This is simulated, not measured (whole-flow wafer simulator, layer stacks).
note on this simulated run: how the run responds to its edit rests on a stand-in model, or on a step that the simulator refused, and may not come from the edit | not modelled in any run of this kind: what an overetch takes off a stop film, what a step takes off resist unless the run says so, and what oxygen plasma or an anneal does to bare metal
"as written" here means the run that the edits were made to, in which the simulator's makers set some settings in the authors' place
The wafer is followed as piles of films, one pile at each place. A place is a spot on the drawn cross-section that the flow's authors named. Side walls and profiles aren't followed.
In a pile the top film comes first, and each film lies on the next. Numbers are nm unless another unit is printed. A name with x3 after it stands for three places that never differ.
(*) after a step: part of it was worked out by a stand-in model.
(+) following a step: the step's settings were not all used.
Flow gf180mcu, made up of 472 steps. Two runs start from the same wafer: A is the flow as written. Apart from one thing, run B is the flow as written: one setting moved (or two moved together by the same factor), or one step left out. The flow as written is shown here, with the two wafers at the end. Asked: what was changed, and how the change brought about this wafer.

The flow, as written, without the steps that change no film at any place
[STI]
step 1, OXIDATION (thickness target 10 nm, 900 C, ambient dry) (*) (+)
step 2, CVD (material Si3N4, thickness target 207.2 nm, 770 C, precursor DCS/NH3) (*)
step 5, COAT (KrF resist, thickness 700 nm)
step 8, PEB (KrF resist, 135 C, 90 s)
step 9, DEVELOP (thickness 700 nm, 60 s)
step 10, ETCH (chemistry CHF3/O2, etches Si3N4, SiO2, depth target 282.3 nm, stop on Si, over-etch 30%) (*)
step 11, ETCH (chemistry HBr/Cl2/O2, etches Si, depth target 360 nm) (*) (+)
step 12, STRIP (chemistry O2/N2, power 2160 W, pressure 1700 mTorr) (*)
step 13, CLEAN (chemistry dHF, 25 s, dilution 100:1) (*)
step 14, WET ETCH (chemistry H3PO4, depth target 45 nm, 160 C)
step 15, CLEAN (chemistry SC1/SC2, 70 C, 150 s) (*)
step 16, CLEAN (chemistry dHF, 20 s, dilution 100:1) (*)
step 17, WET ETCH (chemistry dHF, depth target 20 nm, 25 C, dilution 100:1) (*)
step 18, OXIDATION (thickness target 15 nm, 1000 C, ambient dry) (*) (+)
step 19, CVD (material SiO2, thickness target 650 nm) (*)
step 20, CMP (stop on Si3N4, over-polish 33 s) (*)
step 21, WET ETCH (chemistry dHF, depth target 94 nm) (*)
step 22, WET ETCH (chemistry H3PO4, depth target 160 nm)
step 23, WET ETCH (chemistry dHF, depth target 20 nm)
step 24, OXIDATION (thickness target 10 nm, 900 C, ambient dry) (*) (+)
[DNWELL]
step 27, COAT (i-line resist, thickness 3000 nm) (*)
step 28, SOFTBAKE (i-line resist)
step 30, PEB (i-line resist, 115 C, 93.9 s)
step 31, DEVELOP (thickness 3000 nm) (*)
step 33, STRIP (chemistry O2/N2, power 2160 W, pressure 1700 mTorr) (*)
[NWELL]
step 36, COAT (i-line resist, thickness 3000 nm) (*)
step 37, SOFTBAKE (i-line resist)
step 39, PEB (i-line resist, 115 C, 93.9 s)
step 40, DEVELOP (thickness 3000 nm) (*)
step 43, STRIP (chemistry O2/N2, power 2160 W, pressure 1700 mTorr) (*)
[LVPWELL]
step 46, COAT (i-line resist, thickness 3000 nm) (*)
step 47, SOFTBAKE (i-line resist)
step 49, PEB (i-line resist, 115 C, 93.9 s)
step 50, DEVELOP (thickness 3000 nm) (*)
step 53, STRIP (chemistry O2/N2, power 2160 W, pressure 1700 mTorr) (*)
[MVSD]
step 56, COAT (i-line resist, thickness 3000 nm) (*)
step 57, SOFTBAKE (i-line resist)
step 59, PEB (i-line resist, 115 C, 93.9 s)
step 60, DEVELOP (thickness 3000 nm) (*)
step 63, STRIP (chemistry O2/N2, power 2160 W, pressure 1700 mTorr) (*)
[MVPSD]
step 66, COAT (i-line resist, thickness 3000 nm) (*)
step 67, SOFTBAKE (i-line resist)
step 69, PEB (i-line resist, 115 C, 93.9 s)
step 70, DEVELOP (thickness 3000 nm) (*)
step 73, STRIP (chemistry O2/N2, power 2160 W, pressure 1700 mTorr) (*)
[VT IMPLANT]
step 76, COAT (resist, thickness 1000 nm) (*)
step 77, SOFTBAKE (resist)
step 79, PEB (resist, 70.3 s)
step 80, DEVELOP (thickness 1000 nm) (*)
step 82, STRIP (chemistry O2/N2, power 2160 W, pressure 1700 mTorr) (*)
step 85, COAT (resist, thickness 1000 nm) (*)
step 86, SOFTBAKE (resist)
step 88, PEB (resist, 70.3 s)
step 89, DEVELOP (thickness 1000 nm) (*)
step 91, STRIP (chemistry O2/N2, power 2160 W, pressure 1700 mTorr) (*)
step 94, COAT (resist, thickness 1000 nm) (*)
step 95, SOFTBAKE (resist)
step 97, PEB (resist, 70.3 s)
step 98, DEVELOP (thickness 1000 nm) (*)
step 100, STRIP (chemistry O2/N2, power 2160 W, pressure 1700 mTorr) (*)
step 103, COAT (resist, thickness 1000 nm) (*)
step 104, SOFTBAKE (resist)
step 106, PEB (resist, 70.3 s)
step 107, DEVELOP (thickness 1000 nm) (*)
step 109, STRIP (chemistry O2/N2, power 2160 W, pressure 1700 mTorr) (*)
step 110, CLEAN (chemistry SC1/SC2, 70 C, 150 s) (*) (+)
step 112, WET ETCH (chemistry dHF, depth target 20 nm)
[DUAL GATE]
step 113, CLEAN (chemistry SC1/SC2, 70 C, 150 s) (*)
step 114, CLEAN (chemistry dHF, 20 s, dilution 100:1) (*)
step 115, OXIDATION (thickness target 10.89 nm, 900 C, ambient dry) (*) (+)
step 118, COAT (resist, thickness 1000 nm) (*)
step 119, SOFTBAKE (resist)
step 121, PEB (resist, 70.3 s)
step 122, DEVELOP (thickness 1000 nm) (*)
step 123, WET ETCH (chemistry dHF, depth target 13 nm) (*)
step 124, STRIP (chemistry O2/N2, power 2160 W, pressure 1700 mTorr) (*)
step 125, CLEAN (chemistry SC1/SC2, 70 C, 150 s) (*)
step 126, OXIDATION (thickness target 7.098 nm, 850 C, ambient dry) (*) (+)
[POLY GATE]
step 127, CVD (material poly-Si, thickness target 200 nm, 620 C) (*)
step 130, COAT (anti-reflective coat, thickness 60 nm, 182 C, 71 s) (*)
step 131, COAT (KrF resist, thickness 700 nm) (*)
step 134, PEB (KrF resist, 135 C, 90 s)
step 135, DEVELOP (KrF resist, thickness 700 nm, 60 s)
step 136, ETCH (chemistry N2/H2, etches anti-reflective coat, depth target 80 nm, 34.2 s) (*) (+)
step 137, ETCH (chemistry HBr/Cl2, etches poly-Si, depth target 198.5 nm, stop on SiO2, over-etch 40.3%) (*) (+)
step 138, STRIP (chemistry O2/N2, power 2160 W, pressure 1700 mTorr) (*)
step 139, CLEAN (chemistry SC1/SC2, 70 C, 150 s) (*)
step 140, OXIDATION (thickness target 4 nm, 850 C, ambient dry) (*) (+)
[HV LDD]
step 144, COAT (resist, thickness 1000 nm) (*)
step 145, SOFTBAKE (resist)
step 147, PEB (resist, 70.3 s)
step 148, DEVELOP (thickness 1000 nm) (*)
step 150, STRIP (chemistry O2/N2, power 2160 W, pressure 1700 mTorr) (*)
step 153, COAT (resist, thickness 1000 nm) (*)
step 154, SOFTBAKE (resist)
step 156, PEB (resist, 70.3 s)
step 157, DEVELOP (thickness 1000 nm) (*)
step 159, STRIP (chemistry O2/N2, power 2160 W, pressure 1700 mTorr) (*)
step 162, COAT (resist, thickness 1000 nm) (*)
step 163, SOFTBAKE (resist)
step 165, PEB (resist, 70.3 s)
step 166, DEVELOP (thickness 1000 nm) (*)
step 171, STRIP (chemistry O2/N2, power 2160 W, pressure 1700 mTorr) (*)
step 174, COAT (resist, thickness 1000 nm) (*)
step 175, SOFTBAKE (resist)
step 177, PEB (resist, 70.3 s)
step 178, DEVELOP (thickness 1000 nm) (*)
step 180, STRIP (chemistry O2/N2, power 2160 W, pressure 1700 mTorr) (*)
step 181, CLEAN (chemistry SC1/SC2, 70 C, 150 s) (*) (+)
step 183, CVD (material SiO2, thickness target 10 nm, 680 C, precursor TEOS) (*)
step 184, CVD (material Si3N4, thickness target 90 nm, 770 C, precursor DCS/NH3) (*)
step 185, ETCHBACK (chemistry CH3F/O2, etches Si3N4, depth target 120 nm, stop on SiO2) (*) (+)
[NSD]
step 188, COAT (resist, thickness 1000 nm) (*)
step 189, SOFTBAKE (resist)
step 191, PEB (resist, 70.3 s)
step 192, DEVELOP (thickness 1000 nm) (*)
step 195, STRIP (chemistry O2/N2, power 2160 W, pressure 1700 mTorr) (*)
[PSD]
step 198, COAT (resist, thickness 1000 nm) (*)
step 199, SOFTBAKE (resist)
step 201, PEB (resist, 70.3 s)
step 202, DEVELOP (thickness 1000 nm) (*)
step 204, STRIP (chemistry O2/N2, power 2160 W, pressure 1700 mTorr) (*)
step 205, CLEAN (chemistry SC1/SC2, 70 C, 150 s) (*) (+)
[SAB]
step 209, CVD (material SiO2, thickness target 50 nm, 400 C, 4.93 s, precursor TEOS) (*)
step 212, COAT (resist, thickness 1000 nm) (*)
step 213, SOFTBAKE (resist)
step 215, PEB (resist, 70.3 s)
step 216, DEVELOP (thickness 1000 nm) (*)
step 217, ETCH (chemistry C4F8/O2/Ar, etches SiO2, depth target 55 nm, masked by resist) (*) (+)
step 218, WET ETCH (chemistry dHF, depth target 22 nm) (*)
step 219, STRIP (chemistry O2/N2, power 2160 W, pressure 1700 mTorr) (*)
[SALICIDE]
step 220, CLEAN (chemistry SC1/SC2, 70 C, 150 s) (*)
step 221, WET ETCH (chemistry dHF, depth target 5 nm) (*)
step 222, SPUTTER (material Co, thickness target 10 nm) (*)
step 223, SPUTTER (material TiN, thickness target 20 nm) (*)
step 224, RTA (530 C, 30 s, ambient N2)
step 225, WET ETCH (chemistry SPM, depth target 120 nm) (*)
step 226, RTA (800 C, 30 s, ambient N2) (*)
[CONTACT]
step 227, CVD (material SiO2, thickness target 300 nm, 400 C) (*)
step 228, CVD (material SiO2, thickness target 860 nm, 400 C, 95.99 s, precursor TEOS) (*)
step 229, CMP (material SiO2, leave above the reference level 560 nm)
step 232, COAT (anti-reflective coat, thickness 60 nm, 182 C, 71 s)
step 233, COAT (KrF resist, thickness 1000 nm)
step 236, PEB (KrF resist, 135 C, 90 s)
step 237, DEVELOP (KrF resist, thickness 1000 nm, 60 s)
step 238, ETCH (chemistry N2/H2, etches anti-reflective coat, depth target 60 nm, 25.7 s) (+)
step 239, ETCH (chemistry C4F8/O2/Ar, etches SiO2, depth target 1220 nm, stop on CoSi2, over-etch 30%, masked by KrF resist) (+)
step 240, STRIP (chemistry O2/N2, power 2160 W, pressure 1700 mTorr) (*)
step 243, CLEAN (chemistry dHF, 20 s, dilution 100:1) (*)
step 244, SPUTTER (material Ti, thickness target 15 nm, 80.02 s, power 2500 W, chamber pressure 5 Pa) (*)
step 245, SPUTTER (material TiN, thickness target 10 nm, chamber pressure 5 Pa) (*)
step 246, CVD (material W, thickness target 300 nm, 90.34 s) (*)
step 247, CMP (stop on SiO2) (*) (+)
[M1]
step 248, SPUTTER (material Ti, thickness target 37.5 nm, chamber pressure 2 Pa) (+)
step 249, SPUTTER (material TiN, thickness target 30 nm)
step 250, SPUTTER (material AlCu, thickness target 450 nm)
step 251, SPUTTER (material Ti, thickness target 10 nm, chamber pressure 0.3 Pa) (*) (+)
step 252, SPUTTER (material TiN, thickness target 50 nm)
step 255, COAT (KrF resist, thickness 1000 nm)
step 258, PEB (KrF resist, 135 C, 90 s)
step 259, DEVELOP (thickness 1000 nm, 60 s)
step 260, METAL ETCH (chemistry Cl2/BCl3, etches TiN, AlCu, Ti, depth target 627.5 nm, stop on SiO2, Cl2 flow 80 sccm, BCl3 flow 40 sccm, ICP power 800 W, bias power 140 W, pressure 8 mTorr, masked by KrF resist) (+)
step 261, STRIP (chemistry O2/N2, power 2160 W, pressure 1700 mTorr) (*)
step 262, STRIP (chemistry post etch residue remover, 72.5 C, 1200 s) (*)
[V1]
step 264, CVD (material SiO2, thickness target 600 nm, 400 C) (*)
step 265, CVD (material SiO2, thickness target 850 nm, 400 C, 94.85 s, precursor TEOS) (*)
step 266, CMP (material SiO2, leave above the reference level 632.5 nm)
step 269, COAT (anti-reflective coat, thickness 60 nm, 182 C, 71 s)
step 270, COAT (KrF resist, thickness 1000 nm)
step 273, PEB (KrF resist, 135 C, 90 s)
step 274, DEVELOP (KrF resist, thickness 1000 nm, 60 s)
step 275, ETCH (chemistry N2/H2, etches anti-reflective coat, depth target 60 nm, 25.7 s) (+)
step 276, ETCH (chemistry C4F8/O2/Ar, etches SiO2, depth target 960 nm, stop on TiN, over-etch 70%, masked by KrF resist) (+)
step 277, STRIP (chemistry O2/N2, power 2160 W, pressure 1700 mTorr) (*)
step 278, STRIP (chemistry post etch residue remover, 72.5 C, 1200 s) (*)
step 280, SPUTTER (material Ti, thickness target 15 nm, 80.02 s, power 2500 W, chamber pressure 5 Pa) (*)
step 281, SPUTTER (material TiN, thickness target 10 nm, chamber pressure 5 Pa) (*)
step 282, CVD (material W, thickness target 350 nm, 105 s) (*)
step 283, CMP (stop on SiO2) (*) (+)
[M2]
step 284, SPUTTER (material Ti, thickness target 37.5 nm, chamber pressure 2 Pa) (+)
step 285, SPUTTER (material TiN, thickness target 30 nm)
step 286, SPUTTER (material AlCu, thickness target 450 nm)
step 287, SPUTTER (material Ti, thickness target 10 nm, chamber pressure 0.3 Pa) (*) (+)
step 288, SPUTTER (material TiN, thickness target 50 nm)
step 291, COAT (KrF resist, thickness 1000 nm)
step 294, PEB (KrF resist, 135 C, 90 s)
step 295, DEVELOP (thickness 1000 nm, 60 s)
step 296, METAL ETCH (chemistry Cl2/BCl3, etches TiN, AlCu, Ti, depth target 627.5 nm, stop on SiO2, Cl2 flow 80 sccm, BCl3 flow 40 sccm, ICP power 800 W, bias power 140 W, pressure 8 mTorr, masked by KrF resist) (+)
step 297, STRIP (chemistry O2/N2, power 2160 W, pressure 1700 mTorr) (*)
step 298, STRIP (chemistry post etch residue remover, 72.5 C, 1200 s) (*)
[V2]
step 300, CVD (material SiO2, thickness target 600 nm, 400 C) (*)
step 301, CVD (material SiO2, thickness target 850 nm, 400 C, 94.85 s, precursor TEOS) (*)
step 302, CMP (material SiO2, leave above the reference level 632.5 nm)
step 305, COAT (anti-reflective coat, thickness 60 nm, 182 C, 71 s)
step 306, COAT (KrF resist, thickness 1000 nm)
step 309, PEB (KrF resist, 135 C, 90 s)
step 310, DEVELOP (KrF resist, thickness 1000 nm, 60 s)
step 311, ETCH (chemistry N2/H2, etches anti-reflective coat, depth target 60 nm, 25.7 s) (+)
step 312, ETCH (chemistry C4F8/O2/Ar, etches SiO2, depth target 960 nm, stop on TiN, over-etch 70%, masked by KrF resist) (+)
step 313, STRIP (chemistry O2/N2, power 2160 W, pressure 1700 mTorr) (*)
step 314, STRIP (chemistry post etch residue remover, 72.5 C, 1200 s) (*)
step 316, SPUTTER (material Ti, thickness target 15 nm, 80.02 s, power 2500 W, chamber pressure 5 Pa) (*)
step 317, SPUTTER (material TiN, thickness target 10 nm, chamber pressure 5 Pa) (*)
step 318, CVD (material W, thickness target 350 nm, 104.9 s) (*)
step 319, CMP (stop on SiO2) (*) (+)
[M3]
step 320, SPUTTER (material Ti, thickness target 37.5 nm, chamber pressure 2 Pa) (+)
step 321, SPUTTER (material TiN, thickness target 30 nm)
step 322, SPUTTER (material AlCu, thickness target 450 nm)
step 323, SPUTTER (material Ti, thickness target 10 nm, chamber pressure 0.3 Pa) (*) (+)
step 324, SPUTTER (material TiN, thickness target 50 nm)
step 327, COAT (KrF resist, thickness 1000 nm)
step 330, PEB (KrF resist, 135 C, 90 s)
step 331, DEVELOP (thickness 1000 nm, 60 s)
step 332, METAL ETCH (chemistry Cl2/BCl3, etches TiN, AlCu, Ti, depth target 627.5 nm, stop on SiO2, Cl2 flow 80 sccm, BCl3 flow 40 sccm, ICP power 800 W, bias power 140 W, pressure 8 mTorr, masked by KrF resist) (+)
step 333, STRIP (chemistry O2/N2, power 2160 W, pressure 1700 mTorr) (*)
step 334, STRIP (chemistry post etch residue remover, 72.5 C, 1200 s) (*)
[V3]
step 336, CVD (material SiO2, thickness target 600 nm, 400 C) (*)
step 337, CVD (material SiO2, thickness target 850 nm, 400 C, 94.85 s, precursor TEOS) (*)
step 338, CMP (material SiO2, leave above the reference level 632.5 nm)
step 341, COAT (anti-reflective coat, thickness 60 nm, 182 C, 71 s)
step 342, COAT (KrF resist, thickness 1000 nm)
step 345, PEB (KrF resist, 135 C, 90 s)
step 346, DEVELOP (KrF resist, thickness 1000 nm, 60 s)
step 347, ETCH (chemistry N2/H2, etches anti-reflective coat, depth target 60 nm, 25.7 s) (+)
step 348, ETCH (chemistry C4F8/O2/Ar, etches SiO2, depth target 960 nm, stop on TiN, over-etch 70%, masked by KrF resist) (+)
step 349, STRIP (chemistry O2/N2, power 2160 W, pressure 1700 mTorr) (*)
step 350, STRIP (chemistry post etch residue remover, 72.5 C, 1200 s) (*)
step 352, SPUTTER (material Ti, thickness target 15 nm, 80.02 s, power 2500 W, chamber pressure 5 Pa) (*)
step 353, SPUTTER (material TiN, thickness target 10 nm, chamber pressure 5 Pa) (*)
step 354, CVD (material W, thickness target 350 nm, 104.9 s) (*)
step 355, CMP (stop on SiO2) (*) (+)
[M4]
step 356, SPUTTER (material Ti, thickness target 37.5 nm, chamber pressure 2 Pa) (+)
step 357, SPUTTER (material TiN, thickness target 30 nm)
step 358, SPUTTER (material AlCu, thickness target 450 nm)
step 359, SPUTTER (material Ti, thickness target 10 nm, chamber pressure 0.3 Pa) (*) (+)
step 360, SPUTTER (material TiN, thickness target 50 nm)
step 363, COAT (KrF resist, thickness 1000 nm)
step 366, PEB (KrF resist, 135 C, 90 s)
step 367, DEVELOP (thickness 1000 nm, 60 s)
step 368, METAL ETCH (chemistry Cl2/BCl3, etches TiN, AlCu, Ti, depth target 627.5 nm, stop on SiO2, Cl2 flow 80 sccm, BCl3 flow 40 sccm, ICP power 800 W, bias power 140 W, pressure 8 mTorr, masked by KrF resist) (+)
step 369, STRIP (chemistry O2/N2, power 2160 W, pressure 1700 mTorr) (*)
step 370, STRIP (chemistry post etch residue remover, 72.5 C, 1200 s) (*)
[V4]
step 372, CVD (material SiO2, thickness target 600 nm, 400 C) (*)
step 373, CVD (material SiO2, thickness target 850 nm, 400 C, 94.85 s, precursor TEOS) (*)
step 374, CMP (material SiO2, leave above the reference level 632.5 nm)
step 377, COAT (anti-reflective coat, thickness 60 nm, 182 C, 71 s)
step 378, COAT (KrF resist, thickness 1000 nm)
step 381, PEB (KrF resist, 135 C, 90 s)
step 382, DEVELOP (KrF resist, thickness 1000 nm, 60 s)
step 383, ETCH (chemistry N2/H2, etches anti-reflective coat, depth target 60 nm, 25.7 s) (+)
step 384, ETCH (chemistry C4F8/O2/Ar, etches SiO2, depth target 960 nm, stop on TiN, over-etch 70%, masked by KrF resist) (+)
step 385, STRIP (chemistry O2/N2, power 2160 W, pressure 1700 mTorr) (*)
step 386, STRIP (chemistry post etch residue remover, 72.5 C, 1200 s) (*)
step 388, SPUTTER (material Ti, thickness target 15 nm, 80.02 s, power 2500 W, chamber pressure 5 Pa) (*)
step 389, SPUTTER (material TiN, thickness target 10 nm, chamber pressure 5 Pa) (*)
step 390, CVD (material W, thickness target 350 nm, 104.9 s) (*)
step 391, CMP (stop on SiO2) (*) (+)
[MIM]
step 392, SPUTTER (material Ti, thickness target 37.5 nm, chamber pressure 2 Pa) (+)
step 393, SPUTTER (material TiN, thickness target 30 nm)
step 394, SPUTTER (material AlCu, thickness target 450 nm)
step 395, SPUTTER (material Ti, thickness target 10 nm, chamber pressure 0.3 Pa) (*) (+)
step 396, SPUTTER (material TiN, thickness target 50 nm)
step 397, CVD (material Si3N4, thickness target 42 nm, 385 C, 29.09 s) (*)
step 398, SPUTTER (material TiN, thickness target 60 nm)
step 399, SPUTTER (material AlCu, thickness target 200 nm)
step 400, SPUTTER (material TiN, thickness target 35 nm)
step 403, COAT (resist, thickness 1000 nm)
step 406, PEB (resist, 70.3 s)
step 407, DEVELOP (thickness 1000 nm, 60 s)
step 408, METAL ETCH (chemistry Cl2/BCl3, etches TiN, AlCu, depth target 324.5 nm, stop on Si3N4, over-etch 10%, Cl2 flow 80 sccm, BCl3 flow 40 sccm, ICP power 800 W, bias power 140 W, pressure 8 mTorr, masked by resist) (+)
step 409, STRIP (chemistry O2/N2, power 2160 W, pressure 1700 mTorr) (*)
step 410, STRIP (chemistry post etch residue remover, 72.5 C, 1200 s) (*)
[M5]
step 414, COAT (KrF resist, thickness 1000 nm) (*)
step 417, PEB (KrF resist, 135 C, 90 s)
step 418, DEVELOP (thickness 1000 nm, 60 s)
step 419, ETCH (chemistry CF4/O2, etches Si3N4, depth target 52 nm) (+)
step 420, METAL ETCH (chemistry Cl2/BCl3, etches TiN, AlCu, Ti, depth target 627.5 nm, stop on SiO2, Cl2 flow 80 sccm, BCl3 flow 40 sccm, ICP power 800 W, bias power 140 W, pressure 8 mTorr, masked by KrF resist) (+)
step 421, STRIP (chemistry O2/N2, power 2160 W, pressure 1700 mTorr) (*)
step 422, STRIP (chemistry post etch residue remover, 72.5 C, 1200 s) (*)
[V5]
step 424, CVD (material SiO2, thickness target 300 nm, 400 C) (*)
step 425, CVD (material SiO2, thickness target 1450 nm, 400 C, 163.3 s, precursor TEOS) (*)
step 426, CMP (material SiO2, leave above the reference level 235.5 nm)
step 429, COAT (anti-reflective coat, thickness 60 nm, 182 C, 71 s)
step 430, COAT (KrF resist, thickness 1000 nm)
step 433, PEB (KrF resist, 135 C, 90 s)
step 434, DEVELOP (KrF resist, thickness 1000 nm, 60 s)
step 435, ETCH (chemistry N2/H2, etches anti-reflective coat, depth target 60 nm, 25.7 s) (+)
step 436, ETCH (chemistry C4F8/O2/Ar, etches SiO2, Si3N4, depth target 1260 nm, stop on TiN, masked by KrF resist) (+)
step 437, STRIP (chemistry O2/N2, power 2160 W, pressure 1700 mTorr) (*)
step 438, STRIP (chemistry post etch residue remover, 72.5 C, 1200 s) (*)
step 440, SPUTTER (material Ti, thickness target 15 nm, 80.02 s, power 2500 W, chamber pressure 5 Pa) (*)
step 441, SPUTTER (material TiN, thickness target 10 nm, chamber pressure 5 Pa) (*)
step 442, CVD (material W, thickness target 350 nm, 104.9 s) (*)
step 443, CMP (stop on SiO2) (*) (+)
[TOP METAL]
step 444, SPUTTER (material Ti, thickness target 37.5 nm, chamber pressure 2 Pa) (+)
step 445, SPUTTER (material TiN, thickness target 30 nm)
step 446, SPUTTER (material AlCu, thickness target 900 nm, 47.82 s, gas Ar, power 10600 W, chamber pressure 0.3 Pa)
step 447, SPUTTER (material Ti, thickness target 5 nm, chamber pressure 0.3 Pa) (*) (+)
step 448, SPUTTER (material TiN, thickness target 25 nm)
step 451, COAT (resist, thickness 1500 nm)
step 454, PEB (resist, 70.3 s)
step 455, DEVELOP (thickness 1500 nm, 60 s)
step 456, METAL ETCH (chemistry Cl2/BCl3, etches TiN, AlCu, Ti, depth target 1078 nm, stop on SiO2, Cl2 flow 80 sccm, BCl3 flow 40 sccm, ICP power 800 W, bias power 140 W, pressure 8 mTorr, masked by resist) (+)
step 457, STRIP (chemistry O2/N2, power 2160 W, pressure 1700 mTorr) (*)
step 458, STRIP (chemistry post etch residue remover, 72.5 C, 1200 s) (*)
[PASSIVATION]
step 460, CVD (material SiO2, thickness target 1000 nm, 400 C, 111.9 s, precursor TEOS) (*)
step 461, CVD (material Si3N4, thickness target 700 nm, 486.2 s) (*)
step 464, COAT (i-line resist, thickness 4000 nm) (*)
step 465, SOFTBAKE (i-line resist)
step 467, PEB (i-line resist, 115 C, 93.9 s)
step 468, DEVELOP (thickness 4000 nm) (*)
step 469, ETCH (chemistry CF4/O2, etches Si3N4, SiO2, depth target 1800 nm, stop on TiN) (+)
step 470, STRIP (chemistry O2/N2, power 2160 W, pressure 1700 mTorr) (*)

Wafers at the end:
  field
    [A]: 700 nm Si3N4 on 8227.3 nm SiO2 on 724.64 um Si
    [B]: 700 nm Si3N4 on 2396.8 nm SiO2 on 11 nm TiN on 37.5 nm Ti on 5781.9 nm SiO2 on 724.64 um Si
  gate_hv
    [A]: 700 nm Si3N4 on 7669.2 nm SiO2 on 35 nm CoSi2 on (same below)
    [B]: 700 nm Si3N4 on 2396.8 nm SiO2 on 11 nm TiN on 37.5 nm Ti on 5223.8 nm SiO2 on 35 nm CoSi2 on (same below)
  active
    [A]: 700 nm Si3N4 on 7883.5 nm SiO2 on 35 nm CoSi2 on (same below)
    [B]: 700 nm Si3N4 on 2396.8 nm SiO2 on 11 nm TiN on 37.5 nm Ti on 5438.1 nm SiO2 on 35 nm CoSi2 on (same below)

The reason: step 420, METAL ETCH: depth target 527.1 nm was run, though the flow has depth target 627.5 nm.

The path from the change to this, step by step:
  step 420, METAL ETCH (chemistry Cl2/BCl3, etches TiN, AlCu, Ti, depth target 627.5 nm, stop on SiO2, Cl2 flow 80 sccm, BCl3 flow 40 sccm, ICP power 800 W, bias power 140 W, pressure 8 mTorr, masked by KrF resist) (+)
      field, field__w1, field__w2 and 101 more: A -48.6 TiN (all of it), -10 Ti (all of it), -450 AlCu (all of it), -30 TiN (all of it), -37.5 Ti (all of it) | B -48.6 TiN (all of it), -10 Ti (all of it), -450 AlCu (all of it), -18.5 TiN
      field__w4, field__w8, contact, m1, m1__w1, mim, mim_1p0, m1_nw: A -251 KrF resist | B -210.8 KrF resist
  step 421, STRIP (chemistry O2/N2, power 2160 W, pressure 1700 mTorr) (*)
      field__w8, m1__w1: A -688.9 KrF resist (all of it) | B -729 KrF resist (all of it)
      contact, m1: A -689.3 KrF resist (all of it) | B -729.5 KrF resist (all of it)
      (also at 4 further places)
  step 424, CVD (material SiO2, thickness target 300 nm, 400 C) (*)
      field, field__w1, field__w2 and 101 more: A +300 SiO2 | B +300 SiO2 (new film)
  step 426, CMP (material SiO2, leave above the reference level 235.5 nm)
      field, field__w1, field__w5 and 92 more: A -300.8 SiO2 | B -349.4 SiO2
      field__w2, field__w3, field__w12 and 6 more: A -272.7 SiO2 | B -323.4 SiO2
With metal films that touch counted as one body, field has 1 body; the flow as written gives 0 bodies.
With metal films that touch counted as one body, gate_hv has 2 bodies (between them, from the top down: SiO2 5223.8); the flow as written gives 1 body.
With metal films that touch counted as one body, active has 2 bodies (between them, from the top down: SiO2 5438.1); the flow as written gives 1 body.
